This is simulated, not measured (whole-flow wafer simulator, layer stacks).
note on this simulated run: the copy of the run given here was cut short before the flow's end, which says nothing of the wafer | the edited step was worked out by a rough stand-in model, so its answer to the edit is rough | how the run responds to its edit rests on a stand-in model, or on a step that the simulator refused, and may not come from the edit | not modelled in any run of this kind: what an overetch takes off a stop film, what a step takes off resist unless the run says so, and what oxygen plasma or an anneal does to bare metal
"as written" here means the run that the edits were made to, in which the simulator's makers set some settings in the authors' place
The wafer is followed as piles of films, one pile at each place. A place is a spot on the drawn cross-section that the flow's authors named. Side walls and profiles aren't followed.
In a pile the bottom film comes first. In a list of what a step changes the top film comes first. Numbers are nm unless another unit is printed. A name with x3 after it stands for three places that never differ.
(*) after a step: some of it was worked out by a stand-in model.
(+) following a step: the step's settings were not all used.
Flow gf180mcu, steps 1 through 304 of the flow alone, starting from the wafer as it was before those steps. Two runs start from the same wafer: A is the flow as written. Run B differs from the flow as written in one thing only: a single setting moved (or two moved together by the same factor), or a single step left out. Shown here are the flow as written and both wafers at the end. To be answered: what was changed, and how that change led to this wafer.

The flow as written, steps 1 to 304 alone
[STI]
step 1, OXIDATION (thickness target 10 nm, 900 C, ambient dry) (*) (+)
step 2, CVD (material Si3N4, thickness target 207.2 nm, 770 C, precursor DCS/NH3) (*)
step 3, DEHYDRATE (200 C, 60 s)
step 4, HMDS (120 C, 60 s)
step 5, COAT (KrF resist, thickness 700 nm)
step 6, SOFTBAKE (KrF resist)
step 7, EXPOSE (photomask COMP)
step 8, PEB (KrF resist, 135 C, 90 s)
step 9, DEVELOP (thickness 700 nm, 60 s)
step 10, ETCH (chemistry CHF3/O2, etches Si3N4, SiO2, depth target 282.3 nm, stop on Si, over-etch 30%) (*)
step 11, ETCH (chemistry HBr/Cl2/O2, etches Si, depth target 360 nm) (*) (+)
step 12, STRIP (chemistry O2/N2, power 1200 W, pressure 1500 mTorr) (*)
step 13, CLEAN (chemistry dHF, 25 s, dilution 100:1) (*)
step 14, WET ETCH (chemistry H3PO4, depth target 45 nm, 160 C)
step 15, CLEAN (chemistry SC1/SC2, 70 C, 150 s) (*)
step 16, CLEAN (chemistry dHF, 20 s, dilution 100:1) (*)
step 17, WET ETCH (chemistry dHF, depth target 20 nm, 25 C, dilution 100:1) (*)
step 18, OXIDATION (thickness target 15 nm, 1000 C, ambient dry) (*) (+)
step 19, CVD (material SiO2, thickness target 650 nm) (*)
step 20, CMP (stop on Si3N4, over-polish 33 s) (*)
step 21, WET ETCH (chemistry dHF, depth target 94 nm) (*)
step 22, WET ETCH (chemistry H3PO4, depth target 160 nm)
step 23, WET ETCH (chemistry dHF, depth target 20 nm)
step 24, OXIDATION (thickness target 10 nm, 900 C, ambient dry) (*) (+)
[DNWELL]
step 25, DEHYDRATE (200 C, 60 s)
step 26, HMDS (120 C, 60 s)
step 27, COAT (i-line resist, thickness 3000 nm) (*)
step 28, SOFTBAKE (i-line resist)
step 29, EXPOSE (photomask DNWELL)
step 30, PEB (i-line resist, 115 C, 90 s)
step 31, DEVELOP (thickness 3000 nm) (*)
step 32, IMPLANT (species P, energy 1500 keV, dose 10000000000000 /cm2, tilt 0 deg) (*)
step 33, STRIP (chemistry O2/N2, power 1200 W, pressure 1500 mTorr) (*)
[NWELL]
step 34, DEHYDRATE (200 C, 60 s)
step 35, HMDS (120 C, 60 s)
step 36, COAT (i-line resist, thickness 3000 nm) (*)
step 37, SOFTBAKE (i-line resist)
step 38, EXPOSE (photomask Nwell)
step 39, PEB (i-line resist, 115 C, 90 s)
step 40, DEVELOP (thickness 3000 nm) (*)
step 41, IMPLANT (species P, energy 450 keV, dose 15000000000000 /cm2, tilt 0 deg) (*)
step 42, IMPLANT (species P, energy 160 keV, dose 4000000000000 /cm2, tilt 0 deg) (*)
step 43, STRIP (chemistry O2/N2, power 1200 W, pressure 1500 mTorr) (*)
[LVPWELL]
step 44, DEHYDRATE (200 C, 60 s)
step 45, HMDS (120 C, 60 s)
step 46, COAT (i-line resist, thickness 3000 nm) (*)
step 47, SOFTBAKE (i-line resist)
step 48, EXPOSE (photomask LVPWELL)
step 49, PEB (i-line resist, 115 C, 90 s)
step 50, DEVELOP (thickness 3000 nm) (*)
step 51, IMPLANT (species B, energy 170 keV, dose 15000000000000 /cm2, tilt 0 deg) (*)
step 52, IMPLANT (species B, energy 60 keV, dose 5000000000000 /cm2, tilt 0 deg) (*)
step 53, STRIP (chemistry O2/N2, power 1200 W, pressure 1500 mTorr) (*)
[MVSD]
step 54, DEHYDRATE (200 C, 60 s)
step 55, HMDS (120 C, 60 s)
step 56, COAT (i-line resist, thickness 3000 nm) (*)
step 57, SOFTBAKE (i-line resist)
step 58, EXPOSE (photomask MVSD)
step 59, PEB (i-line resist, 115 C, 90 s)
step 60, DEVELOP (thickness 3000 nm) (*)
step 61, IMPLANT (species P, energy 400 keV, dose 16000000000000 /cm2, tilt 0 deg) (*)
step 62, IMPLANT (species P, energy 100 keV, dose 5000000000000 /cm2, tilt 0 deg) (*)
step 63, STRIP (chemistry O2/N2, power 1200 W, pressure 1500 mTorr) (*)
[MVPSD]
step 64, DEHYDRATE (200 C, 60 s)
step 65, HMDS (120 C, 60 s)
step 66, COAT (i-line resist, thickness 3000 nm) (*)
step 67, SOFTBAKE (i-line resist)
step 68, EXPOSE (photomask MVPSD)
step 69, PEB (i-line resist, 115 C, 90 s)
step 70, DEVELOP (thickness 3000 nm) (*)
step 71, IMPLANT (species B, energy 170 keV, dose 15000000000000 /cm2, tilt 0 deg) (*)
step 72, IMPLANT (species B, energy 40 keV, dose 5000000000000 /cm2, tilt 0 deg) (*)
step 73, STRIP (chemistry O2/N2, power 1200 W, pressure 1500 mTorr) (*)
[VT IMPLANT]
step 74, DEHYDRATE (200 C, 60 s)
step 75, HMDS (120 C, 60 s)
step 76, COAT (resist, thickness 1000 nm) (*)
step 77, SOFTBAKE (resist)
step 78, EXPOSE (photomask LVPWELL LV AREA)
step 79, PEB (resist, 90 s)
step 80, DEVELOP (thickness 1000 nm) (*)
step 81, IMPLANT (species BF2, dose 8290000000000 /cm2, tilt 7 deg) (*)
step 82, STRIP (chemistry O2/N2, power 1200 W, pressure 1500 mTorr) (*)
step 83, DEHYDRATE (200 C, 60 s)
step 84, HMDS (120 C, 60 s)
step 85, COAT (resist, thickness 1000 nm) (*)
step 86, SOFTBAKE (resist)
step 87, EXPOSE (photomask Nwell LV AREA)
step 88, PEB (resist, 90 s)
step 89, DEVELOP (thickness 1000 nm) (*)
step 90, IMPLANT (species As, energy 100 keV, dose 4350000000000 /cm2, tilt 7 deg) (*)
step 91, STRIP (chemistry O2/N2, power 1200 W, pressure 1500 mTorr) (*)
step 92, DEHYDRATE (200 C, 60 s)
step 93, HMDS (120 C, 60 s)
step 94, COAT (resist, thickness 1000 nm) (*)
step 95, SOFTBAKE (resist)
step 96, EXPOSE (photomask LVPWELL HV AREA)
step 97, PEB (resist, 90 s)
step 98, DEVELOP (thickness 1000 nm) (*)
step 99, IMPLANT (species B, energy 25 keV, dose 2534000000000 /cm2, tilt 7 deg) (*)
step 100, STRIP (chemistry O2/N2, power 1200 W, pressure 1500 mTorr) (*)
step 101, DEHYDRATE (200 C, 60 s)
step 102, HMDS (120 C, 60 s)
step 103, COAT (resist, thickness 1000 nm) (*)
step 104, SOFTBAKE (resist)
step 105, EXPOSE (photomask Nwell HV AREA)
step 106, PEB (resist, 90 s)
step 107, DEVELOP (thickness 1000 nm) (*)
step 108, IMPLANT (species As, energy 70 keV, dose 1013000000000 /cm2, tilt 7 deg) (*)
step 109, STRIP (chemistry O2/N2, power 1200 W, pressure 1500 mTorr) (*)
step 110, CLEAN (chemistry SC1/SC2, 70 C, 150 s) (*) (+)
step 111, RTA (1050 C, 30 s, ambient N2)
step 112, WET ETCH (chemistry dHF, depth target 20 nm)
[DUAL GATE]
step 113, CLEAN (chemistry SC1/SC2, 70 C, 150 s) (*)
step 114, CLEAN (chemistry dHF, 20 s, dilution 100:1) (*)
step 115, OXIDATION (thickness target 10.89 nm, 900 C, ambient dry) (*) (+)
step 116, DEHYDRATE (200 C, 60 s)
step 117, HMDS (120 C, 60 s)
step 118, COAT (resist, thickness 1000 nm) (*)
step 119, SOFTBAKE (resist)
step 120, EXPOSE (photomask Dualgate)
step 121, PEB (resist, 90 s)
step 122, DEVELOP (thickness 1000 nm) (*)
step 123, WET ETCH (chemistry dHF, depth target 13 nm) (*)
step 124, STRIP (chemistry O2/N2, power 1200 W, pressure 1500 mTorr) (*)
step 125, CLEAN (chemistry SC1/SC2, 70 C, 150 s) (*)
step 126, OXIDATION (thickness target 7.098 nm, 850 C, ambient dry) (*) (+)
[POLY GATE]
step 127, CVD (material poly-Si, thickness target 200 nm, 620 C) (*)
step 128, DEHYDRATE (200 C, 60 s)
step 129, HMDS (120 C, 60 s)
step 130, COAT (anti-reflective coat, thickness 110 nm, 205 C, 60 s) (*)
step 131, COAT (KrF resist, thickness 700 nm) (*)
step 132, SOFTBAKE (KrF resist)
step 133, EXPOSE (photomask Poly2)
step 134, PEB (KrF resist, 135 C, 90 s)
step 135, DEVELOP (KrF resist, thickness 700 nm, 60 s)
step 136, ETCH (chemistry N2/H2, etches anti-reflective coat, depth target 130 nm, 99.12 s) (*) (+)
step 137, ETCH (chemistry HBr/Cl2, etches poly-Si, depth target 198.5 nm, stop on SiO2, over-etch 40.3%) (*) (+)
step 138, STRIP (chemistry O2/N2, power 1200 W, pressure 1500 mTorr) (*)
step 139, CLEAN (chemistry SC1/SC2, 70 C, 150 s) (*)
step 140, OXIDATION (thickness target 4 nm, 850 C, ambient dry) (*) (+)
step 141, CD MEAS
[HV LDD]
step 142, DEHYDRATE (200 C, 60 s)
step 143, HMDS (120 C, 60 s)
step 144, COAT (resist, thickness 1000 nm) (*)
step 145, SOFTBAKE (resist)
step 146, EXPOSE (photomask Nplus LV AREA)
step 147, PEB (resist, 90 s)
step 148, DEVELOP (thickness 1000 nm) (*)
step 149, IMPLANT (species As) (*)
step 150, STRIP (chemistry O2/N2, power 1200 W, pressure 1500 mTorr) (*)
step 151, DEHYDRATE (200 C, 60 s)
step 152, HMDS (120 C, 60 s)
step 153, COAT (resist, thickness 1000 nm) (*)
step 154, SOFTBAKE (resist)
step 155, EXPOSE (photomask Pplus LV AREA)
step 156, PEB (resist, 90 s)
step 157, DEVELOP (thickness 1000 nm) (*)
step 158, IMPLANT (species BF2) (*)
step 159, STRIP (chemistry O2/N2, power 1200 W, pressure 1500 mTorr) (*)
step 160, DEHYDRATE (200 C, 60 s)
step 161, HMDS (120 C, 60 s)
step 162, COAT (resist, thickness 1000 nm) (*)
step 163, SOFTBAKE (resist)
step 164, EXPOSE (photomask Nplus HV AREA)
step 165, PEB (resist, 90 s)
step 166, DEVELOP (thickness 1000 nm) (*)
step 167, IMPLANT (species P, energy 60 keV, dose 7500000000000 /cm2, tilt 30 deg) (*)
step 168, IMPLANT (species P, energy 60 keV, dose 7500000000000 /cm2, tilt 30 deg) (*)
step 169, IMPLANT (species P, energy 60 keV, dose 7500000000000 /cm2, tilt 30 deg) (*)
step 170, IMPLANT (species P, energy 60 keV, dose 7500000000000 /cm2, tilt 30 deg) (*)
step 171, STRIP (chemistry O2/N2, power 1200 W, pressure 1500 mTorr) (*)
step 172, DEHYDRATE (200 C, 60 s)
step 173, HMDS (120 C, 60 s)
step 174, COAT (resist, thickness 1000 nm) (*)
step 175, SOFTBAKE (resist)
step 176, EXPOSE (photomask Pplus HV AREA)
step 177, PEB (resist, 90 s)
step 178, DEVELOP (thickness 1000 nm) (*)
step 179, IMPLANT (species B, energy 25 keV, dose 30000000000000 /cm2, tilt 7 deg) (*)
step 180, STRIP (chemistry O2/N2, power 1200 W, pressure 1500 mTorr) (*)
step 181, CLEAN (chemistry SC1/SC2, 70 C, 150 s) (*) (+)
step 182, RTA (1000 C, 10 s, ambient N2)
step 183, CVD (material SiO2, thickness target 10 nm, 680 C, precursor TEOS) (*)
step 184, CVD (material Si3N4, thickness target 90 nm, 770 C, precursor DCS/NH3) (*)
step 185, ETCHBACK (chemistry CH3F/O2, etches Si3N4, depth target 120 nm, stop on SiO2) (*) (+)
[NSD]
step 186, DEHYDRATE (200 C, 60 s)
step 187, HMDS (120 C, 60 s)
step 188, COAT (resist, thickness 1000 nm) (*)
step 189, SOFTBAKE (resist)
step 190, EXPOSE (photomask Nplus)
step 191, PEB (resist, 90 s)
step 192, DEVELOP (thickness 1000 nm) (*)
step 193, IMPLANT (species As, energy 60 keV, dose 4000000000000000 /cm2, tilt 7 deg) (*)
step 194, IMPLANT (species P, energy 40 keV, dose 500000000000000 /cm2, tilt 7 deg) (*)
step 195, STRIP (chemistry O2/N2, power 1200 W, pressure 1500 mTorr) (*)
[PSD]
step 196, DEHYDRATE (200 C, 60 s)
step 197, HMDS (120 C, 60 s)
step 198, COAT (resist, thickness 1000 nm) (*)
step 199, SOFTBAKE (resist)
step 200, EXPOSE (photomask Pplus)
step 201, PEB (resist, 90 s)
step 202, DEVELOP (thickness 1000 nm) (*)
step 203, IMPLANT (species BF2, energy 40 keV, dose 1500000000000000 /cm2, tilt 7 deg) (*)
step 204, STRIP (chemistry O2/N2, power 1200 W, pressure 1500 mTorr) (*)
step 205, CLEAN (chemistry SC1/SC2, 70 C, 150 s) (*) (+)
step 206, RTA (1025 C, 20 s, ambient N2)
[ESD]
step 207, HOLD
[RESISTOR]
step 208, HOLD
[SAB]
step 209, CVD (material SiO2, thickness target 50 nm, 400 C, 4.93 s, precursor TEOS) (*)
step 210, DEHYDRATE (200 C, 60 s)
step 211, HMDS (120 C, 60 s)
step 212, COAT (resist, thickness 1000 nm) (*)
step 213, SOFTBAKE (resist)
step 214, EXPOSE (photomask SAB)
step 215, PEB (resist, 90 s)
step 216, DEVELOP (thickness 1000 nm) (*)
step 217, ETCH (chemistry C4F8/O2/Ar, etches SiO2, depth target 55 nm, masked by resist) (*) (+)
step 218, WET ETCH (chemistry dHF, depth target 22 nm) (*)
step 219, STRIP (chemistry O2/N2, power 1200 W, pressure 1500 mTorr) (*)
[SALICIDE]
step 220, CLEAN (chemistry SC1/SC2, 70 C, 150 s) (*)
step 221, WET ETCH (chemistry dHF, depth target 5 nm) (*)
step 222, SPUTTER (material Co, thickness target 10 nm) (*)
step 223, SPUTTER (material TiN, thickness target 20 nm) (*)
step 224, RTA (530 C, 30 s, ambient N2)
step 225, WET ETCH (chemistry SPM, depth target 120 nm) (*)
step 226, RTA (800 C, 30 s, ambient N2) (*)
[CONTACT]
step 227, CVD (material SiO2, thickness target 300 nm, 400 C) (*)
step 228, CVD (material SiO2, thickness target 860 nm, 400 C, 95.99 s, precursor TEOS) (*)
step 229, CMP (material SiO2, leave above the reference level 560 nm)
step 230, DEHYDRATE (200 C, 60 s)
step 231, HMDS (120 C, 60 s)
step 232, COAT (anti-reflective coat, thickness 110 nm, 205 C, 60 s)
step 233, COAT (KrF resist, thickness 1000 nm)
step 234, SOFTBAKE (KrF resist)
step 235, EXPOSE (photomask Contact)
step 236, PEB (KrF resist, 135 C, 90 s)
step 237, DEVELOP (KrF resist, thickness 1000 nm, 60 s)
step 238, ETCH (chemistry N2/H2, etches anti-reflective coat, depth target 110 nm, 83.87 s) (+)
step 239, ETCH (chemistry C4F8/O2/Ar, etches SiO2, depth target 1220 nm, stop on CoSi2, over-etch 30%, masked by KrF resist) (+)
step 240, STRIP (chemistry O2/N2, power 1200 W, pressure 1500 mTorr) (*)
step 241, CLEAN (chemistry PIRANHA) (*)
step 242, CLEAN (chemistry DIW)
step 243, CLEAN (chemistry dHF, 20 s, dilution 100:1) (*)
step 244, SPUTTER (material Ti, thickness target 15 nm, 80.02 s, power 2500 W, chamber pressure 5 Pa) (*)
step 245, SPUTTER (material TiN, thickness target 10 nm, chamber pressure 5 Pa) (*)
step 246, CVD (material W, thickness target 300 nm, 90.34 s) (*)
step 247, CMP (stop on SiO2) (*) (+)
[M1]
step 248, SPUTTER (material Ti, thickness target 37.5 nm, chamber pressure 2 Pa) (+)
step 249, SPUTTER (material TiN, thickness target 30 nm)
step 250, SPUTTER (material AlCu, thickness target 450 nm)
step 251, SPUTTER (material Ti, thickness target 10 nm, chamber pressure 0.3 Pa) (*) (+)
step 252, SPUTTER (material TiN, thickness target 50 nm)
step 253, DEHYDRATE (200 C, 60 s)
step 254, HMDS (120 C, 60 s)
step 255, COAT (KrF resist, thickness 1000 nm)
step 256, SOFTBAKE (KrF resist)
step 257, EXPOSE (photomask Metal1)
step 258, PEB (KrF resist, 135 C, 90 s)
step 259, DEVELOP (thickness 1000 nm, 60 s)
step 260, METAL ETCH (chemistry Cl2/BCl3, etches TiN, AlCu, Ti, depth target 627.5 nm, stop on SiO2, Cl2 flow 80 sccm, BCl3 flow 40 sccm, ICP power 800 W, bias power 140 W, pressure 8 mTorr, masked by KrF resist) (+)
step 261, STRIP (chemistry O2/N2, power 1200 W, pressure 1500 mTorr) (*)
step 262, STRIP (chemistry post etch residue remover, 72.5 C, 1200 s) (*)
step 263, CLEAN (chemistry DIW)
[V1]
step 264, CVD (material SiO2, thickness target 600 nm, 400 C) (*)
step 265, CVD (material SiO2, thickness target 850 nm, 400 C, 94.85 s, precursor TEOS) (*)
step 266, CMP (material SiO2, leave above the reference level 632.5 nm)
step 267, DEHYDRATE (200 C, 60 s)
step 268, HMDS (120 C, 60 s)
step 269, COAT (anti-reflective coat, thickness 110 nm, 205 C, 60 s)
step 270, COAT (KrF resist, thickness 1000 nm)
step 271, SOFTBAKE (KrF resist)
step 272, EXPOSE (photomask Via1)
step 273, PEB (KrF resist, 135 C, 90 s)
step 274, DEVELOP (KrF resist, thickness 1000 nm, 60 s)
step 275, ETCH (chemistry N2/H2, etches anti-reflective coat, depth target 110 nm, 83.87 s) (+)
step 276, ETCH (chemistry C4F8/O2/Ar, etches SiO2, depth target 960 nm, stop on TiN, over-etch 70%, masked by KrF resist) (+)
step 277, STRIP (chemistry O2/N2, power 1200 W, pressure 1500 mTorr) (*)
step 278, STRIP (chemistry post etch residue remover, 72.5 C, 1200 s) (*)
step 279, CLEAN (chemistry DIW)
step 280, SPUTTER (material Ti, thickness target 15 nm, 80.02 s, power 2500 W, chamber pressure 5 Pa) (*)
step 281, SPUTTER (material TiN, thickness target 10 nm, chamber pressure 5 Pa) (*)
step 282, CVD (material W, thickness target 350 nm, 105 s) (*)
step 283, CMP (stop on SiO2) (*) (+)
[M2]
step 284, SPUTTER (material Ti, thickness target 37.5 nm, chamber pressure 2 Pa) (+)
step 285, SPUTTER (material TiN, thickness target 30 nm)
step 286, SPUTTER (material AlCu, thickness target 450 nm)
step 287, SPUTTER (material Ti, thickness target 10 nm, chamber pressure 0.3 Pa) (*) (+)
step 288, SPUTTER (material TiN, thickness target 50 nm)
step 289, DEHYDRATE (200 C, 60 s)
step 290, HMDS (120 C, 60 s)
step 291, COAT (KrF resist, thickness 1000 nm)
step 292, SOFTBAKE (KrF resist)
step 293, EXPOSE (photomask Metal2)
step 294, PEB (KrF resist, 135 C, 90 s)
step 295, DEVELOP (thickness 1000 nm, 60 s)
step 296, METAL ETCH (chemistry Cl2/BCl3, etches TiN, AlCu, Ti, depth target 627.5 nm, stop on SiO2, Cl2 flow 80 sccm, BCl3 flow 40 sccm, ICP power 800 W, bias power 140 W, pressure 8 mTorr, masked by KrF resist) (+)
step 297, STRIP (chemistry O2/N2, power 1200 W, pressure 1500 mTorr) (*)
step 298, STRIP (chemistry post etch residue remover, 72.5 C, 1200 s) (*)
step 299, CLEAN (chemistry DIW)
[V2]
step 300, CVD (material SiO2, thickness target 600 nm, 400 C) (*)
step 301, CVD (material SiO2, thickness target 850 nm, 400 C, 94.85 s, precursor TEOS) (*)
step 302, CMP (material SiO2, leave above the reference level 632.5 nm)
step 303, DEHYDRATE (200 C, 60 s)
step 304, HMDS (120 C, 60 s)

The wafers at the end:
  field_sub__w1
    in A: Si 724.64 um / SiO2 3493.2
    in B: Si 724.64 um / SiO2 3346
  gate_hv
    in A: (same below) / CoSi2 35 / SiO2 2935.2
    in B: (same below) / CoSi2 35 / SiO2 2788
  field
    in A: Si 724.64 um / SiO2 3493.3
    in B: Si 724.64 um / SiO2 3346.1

The reason: step 301, CVD: 43.87 s was run, though the flow has 94.85 s.

Step by step, how the change led to this:
  step 301, CVD (material SiO2, thickness target 850 nm, 400 C, 94.85 s, precursor TEOS) (*)
      field, field__w1, field__w2 and 108 more: A SiO2 gains 850 | B SiO2 gains 402.8
  step 302, CMP (material SiO2, leave above the reference level 632.5 nm)
      field, field__w1, field__w2 and 103 more: A SiO2 loses 300 | B nothing
      field__w8, contact, m1, m1__w1, m1_nw: A SiO2 loses 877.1 | B SiO2 loses 429.9
